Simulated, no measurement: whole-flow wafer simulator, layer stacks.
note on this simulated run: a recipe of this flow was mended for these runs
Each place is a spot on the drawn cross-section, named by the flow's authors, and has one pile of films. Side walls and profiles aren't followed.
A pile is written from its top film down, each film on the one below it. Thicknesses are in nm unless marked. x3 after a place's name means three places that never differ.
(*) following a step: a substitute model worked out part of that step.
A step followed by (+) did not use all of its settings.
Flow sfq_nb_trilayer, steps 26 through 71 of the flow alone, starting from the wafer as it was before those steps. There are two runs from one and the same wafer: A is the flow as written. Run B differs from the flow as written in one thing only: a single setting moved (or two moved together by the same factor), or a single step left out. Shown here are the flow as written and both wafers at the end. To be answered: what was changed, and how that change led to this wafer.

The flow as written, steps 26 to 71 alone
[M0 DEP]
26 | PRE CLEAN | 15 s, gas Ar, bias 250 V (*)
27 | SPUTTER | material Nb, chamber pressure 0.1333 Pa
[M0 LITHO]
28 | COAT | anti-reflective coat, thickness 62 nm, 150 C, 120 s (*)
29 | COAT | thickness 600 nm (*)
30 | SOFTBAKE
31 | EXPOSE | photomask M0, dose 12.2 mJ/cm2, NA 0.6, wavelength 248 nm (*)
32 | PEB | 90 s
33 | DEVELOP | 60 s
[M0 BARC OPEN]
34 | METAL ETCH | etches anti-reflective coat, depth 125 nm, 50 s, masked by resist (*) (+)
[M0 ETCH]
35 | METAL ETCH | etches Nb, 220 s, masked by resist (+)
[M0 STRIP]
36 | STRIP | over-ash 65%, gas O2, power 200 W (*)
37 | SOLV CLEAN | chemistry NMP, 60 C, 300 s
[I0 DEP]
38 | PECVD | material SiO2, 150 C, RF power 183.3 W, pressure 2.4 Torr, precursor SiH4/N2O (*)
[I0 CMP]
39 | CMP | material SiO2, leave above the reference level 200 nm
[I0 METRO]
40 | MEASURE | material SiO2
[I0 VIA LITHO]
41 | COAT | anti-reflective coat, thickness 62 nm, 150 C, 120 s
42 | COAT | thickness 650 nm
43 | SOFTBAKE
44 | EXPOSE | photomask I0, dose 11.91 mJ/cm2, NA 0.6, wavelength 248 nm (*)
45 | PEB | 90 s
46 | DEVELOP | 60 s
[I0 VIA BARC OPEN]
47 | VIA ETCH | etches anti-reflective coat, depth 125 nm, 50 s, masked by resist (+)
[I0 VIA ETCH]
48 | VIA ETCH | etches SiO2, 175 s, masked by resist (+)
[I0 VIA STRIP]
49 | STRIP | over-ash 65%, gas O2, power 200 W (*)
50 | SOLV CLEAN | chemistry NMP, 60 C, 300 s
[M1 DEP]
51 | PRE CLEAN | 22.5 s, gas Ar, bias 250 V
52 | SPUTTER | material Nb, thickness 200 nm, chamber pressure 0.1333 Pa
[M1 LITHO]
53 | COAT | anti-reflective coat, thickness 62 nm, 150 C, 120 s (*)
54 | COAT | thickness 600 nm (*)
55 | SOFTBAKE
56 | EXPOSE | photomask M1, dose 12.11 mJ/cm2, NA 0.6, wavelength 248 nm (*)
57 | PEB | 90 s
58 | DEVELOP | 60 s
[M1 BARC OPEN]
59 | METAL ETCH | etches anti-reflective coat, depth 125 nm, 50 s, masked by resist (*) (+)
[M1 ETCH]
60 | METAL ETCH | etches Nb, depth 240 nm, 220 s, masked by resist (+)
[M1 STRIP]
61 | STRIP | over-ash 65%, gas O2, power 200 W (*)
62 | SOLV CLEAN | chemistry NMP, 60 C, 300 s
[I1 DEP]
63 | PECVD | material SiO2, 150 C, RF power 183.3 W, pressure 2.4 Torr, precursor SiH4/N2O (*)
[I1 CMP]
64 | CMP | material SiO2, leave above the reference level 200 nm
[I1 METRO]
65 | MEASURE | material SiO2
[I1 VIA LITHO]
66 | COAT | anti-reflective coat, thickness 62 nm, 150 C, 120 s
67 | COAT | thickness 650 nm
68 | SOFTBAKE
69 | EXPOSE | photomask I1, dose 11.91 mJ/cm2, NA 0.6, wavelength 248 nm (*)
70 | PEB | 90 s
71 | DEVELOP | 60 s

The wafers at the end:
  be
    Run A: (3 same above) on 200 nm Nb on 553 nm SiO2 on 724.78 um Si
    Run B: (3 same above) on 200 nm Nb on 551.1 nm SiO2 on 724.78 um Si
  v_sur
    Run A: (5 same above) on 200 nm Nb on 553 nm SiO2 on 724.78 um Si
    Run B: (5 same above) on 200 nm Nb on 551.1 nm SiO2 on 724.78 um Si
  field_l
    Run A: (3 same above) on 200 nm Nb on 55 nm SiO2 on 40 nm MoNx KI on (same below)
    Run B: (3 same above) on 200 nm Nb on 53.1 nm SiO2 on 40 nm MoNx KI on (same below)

Cause: step 26, PRE CLEAN: 20.8 s was run, while the flow as written has 15 s.

How this came from the change, step by step:
  26 | PRE CLEAN | 15 s, gas Ar, bias 250 V (*)
      field_l, v_sur, via_wl and 102 more: A -5 SiO2 | B -6.93 SiO2
      l0v: A -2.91 MoNx KI | B -4.12 MoNx KI
